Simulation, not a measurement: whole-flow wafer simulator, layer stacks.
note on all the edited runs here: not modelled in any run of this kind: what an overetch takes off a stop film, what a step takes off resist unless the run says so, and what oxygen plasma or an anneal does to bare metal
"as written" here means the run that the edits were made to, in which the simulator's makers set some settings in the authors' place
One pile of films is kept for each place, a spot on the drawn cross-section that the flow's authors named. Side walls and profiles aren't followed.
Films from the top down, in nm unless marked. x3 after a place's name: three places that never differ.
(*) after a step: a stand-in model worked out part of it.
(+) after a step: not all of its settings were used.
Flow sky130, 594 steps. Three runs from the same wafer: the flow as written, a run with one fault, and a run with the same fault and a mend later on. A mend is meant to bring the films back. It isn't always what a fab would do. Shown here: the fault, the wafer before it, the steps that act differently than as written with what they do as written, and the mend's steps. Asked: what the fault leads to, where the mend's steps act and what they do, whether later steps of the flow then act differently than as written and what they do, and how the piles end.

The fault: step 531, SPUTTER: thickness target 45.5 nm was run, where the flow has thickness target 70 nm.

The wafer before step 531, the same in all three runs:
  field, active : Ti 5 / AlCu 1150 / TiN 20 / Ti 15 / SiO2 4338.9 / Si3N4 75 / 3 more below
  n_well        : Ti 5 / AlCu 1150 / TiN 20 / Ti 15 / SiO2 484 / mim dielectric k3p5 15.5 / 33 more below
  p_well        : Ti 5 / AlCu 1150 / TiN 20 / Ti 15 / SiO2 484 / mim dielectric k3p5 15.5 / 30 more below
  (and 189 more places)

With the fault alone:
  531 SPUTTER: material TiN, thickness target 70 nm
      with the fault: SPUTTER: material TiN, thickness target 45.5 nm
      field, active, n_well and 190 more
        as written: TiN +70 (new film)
        with the fault: TiN +45.5 (new film)
  Later steps of the flow that act differently than as written (17 more steps differ only slightly, by at most 2% or 0.5 nm, whichever is larger, and aren't shown):
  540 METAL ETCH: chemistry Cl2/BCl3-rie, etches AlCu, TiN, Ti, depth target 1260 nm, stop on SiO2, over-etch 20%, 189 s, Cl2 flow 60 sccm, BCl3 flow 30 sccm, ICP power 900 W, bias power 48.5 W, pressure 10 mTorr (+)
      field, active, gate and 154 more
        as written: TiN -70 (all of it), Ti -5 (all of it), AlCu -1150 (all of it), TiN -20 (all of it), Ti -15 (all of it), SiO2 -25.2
        with the fault: TiN -45.5 (all of it), Ti -5 (all of it), AlCu -1150 (all of it), TiN -20 (all of it), Ti -15 (all of it), SiO2 -27.6
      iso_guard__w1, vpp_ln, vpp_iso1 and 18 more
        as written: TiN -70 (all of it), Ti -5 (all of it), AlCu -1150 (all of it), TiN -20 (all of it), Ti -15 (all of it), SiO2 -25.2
        with the fault: TiN -45.5 (all of it), Ti -5 (all of it), AlCu -1150 (all of it), TiN -20 (all of it), Ti -15 (all of it), SiO2 -27.7
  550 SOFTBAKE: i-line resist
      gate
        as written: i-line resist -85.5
        with the fault: i-line resist -83.1
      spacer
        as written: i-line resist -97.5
        with the fault: i-line resist -94.7
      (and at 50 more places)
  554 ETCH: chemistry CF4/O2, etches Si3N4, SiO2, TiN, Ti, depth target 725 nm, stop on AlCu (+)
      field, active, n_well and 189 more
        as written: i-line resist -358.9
        with the fault: i-line resist -334.4
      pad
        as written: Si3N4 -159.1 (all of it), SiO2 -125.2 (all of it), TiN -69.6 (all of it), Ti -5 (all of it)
        with the fault: Si3N4 -159.1 (all of it), SiO2 -125.2 (all of it), TiN -45.1 (all of it), Ti -5 (all of it)
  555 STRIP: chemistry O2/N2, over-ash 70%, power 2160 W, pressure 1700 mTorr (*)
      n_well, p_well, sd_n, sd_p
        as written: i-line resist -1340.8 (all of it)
        with the fault: i-line resist -1386.8 (all of it)
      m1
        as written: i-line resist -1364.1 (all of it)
        with the fault: i-line resist -1409.7 (all of it)
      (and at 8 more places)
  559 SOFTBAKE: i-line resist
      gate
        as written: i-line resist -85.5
        with the fault: i-line resist -83.1
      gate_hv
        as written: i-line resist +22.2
        with the fault: i-line resist +21.6
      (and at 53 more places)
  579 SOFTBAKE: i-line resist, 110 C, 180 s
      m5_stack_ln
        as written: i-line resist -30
        with the fault: i-line resist -29.4
  At the end the piles differ from the flow's by more than 2% or 0.5 nm, whichever is larger, at n_well, p_well, sd_n and 11 more.
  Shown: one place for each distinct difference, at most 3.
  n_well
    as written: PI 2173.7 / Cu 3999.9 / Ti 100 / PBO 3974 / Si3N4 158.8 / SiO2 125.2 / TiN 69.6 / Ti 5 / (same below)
    with the fault: PI 2176.6 / Cu 3999.9 / Ti 100 / PBO 3991.6 / Si3N4 158.8 / SiO2 125.2 / TiN 45.1 / Ti 5 / (same below)
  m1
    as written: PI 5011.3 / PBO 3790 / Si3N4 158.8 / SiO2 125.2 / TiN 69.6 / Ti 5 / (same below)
    with the fault: PI 5012.5 / PBO 3810.3 / Si3N4 158.8 / SiO2 125.2 / TiN 45.1 / Ti 5 / (same below)
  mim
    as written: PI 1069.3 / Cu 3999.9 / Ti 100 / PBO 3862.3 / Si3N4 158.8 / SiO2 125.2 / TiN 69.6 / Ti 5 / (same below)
    with the fault: PI 1071.5 / Cu 3999.9 / Ti 100 / PBO 3881.2 / Si3N4 158.8 / SiO2 125.2 / TiN 45.1 / Ti 5 / (same below)

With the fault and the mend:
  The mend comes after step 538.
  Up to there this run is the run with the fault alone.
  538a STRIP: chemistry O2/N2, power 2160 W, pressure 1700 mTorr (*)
      n_well, p_well, sd_n and 9 more
        resist -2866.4 (all of it)
      m1, via4_hole
        resist -2868.5 (all of it)
      via4_enc
        resist -2866.3 (all of it)
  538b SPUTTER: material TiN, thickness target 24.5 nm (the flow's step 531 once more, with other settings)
      field, active, n_well and 190 more
        TiN +24.5
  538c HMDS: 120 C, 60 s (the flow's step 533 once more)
      changes no film at any place that is followed
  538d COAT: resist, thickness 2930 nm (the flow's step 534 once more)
      n_well, p_well, gate_hv and 172 more
        resist +2930 (new film)
      field, active, gate and 13 more
        resist +2929.9 (new film)
      m1, via4_hole
        resist +2932.1 (new film)
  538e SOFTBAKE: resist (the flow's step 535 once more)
      field, active, gate, spacer, m1, sonos_cell, sonos_guard, sonos_guard_hv
        resist +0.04
      nwell_res
        resist +0.03
      pplus_nw
        resist +0.02
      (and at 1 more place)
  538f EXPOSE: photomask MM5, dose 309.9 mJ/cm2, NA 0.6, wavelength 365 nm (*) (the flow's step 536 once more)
      changes no film at any place that is followed
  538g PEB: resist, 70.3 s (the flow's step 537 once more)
      field, active, n_well and 188 more
        resist -63.6
      m1, via4_hole
        resist -63.7
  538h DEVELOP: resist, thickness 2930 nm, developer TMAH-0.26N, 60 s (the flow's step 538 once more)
      field, active, gate and 168 more
        resist -2866.4 (all of it)
      via1_hole, via1_enc, via2_hole, via2_enc, via3_hole, via3_enc, via_li1
        resist -2866.3 (all of it)
  No later step of the flow acts differently than as written at any place that is followed.
  At the end the piles are the same as the flow's at every place that both follow.
